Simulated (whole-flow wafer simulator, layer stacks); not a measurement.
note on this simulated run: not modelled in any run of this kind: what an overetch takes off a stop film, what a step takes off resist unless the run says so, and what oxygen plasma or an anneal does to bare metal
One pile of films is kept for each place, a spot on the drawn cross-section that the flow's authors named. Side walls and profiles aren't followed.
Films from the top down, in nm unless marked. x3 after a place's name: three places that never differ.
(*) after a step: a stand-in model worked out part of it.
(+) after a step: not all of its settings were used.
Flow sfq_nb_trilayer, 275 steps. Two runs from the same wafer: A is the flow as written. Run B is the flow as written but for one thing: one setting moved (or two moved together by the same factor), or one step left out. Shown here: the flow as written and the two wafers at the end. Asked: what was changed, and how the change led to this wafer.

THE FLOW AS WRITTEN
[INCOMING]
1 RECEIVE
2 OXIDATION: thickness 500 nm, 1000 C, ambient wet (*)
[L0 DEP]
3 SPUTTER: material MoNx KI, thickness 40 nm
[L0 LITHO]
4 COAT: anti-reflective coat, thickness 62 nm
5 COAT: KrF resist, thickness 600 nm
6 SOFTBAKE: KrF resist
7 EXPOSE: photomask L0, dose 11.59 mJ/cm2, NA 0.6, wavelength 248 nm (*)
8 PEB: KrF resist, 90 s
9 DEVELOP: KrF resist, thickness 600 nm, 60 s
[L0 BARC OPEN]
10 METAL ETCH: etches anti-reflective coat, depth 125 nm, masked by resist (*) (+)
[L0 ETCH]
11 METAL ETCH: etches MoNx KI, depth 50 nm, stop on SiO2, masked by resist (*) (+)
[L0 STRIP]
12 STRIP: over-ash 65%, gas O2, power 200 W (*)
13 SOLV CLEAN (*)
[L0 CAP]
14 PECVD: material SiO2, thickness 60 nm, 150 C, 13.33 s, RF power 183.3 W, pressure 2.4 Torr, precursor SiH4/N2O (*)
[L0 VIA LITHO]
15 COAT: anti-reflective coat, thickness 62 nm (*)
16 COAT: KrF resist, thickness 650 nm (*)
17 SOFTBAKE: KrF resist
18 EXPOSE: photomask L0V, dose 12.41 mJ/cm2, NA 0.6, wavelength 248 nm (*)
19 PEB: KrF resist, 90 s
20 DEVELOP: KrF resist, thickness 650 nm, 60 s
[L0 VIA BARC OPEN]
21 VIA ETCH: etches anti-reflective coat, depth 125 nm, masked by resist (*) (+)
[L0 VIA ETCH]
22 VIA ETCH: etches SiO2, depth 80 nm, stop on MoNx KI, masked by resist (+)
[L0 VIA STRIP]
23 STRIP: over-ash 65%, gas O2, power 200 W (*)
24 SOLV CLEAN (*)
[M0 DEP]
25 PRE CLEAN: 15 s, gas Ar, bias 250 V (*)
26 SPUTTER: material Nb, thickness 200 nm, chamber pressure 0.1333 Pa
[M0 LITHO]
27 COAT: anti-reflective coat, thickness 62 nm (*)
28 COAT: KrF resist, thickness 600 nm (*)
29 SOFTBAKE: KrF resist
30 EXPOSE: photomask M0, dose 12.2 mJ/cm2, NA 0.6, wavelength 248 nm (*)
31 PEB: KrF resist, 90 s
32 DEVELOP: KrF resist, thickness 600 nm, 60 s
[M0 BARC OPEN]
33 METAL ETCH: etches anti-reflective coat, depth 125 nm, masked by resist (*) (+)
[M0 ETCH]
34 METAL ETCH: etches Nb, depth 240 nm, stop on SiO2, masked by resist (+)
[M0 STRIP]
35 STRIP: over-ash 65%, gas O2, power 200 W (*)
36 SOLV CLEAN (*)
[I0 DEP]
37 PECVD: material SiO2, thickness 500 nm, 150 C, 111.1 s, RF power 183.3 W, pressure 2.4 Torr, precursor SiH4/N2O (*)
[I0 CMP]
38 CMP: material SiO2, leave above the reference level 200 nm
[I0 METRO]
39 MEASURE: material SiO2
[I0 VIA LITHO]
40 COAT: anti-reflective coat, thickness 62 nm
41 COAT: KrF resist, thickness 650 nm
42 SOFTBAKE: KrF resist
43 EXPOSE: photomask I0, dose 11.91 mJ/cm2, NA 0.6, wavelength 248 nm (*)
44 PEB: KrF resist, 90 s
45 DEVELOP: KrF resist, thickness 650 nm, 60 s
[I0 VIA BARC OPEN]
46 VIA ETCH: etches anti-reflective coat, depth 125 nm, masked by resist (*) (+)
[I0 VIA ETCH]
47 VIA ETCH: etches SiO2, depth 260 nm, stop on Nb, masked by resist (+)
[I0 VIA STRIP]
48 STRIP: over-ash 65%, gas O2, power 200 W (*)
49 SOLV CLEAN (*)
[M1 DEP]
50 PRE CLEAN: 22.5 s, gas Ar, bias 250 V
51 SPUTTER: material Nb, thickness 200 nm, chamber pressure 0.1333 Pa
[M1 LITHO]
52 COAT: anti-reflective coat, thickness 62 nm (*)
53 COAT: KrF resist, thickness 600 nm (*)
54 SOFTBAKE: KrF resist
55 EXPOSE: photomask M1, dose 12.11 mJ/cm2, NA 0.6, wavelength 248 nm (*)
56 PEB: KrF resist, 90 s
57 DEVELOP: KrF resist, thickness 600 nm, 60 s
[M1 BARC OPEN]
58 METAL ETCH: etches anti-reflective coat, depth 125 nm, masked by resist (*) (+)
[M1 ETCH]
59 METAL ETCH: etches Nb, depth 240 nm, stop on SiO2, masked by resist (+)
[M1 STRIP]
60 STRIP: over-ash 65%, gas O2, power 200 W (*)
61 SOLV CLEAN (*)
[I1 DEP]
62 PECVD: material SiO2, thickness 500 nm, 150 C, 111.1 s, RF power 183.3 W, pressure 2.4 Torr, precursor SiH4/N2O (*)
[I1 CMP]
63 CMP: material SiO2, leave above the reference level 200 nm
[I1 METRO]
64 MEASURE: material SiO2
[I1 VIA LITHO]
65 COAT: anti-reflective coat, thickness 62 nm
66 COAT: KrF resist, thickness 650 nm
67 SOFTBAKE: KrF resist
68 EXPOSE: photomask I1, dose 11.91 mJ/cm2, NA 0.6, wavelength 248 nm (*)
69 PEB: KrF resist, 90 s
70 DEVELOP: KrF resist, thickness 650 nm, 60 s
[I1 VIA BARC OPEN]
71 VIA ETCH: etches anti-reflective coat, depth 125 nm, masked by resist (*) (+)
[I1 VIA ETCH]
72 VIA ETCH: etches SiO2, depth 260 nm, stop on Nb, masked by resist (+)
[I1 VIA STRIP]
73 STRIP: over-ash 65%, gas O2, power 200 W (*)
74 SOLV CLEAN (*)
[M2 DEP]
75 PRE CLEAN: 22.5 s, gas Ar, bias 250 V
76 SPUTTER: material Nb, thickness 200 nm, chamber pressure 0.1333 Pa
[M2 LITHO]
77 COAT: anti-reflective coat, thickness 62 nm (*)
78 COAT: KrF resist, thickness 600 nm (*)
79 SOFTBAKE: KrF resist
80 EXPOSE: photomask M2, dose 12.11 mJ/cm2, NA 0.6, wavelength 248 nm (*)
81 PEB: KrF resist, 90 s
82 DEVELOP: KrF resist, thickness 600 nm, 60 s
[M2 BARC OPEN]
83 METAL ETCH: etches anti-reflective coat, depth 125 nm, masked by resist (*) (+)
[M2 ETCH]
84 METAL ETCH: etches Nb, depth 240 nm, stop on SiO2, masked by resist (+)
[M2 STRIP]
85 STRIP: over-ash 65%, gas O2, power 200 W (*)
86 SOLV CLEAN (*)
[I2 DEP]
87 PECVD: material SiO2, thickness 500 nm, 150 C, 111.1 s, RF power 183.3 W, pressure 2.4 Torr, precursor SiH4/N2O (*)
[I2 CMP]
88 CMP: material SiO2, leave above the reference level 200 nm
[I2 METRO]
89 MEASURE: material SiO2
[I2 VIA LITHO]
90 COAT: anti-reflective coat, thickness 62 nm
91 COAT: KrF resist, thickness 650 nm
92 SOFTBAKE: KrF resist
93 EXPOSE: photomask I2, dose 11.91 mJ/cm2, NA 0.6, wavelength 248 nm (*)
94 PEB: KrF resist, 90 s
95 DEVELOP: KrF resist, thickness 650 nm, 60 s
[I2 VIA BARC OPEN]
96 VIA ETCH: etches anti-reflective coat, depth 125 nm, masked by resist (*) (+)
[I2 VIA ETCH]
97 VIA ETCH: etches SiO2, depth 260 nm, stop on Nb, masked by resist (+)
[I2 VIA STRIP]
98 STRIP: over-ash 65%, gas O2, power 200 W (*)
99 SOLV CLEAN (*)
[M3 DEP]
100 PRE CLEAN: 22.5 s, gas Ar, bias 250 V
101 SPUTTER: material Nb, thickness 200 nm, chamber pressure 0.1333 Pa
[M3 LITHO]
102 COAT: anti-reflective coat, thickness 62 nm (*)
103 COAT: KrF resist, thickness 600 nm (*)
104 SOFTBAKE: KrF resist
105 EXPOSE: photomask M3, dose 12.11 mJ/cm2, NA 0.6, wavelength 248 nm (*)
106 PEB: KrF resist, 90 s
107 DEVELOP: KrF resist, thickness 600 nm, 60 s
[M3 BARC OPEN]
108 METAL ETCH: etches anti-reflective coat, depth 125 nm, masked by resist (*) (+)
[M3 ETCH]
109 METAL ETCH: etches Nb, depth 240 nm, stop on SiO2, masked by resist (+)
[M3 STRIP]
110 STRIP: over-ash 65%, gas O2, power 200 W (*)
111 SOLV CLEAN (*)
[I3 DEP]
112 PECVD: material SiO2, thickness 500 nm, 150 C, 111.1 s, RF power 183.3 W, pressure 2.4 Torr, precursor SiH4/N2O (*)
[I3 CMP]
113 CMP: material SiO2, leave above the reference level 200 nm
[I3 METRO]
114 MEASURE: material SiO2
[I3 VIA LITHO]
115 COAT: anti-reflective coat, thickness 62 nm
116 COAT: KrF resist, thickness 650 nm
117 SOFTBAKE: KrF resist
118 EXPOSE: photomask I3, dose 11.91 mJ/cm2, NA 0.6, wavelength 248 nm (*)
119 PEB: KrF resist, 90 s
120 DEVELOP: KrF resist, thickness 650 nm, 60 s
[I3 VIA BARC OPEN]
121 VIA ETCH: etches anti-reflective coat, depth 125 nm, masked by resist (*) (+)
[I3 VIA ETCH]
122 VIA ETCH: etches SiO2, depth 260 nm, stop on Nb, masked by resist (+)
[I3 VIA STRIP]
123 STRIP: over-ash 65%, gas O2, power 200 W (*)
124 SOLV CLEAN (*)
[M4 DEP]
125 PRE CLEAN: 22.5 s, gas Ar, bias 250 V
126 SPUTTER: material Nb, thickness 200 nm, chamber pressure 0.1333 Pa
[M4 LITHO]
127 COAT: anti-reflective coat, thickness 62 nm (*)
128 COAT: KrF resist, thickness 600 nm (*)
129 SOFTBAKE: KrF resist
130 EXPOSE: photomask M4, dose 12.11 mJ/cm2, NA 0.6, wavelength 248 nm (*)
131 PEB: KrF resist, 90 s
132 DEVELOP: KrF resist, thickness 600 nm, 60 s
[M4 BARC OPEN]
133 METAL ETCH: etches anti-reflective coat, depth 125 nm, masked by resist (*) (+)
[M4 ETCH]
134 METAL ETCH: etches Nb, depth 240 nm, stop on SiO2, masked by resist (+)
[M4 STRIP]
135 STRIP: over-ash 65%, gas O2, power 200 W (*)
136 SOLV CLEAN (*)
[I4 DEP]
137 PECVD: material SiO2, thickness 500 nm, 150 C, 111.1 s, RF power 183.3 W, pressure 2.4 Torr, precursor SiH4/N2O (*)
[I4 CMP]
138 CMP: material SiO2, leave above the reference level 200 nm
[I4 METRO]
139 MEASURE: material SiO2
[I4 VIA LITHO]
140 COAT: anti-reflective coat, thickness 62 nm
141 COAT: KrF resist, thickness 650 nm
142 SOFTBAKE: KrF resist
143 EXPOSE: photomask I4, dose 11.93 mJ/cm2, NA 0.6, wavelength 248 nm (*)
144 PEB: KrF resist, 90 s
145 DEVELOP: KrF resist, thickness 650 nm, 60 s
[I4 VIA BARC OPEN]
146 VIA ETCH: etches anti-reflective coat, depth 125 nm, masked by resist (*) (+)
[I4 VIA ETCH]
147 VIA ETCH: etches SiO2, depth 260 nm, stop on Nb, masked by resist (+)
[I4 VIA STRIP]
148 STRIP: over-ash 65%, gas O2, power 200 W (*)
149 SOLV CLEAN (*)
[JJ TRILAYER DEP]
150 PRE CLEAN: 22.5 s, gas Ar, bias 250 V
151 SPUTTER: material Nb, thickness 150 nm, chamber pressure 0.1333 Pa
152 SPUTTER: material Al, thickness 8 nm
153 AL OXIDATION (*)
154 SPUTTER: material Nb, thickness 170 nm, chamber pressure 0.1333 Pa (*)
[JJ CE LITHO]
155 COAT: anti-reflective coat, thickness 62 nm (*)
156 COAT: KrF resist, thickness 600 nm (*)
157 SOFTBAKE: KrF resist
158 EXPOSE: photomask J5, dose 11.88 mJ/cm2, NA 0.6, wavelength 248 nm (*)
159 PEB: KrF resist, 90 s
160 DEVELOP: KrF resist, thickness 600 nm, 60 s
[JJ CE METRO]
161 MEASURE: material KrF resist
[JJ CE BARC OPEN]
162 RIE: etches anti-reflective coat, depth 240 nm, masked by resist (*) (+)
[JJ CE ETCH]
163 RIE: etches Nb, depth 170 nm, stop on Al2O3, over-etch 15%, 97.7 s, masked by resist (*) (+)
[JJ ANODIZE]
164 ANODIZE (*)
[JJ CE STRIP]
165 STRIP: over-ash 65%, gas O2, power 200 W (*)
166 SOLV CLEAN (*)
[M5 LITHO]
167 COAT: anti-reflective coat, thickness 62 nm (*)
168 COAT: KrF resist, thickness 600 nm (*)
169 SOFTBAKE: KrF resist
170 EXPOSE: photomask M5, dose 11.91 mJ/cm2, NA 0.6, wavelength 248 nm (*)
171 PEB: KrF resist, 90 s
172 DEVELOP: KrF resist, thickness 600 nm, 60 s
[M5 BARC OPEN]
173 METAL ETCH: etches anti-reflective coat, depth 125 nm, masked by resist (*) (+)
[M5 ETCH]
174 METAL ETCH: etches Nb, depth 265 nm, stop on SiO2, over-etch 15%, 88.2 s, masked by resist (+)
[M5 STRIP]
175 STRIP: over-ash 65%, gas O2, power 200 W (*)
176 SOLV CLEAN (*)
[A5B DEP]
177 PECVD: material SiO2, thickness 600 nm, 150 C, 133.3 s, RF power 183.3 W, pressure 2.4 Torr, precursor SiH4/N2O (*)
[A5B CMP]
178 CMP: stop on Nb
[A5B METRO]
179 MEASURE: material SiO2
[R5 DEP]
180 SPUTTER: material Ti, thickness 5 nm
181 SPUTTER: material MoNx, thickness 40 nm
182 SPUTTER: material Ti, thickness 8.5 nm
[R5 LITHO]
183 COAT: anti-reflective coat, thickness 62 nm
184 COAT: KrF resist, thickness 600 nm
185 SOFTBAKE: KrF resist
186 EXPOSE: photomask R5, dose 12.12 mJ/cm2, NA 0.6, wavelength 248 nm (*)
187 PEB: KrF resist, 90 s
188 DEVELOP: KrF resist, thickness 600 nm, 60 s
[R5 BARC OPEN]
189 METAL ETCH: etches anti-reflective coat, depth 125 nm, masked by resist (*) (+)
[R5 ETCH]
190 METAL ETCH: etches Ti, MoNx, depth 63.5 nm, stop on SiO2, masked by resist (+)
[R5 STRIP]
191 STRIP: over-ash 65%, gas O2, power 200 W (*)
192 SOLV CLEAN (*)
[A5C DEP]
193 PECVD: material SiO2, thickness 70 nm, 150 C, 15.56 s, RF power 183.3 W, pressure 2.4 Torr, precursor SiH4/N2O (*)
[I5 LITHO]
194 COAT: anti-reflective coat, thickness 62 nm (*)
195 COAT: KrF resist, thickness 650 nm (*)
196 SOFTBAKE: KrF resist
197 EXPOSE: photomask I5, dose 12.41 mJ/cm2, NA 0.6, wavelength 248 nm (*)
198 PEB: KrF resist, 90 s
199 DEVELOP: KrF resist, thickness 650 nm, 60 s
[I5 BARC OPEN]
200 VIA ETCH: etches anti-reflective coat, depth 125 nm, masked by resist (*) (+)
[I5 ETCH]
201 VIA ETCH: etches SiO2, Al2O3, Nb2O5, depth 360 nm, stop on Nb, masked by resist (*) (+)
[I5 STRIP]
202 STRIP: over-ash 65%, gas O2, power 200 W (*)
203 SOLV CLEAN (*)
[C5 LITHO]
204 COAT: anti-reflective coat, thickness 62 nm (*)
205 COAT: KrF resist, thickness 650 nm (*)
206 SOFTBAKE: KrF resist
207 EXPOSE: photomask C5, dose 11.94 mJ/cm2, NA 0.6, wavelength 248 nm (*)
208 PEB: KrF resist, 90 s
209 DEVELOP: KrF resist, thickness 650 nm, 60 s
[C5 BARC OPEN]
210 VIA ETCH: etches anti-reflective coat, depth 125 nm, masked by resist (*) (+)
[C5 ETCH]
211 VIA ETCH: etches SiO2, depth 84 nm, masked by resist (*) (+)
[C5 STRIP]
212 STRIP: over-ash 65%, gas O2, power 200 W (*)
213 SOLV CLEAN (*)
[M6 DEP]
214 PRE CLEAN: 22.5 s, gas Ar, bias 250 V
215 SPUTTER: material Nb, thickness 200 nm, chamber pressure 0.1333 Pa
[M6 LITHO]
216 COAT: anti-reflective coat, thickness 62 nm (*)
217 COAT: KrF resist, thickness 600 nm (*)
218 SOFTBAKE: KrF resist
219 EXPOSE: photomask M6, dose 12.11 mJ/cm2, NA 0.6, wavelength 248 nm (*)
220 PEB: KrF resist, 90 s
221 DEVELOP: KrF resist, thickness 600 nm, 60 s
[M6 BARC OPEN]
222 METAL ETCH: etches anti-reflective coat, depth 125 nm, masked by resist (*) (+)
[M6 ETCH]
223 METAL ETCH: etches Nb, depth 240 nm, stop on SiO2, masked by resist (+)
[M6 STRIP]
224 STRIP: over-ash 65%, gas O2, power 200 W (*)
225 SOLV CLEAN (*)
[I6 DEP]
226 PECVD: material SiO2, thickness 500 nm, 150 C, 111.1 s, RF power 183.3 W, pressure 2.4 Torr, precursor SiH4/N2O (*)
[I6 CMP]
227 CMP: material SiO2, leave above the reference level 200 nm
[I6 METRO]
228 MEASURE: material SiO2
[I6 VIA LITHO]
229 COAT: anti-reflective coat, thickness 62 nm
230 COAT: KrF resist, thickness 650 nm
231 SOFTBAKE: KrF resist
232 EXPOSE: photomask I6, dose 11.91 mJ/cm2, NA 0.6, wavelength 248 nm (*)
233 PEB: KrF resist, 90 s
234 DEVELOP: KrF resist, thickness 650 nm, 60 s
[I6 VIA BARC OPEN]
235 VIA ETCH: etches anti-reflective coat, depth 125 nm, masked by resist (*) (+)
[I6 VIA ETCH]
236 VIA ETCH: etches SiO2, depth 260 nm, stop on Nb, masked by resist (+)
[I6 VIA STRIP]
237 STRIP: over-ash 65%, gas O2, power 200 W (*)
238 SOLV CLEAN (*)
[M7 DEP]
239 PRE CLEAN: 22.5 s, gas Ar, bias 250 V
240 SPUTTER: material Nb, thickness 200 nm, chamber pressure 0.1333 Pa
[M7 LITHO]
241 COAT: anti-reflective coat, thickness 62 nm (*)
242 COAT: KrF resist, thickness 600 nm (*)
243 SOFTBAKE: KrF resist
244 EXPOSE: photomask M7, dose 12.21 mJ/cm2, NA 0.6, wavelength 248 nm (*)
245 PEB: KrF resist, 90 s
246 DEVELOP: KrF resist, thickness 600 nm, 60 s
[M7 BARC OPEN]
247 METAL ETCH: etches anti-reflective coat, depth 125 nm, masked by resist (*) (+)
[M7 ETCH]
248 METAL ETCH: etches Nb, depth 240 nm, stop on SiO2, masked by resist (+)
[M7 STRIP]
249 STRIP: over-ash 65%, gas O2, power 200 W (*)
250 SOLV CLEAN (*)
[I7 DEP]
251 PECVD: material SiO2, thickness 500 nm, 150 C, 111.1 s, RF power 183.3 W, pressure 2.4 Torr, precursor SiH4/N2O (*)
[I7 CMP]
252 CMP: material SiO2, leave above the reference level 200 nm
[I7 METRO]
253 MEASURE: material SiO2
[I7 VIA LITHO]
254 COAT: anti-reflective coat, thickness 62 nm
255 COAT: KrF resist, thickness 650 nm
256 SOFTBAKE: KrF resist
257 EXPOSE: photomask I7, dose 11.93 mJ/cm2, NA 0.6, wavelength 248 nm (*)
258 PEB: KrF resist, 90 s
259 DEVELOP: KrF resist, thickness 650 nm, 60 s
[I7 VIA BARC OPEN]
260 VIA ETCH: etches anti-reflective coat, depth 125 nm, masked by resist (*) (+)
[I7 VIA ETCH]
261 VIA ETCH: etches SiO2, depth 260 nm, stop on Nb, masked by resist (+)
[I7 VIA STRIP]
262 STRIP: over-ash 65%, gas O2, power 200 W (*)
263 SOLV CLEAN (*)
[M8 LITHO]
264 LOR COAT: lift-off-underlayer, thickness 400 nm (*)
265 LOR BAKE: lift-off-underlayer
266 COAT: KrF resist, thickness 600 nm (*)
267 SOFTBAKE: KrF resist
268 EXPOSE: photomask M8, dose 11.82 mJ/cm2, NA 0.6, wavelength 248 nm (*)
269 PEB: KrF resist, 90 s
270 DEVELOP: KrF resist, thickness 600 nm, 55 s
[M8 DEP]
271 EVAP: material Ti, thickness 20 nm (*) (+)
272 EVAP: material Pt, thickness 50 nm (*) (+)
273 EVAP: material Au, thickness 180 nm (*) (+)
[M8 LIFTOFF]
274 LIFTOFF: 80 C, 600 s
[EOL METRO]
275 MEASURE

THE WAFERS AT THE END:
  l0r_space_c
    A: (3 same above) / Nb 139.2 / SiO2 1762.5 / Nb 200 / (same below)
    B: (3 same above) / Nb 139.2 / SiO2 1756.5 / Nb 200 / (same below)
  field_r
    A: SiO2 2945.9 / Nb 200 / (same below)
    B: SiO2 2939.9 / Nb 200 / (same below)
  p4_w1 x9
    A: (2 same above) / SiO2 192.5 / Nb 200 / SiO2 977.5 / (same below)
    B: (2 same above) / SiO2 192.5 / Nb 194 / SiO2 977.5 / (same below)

The cause: step 101, SPUTTER: thickness 194 nm was run, where the flow has thickness 200 nm.
It can be read off the wafer: p4_w1 x9 has Nb 194, and step 101 as written asks for 200 nm.

How the change led to this, step by step:
  101 SPUTTER: material Nb, thickness 200 nm, chamber pressure 0.1333 Pa
      field_l, v_sur, via_wl and 102 more: A Nb +200 (new film) | B Nb +194 (new film)
      via_w: A Nb +165.5 | B Nb +160.5
  102 COAT: anti-reflective coat, thickness 62 nm (*)
      via_wl: A anti-reflective coat +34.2 (new film) | B anti-reflective coat +33.4 (new film)
  109 METAL ETCH: etches Nb, depth 240 nm, stop on SiO2, masked by resist (+)
      field_l, be, be_sur and 72 more: A Nb -200 (all of it) | B Nb -194 (all of it)
  110 STRIP: over-ash 65%, gas O2, power 200 W (*)
      via_wl: A KrF resist -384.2 (all of it), anti-reflective coat -34.2 (all of it) | B KrF resist -384.9 (all of it), anti-reflective coat -33.4 (all of it)
  113 CMP: material SiO2, leave above the reference level 200 nm
      field_l, be, be_sur and 64 more: A SiO2 -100 | B SiO2 -106
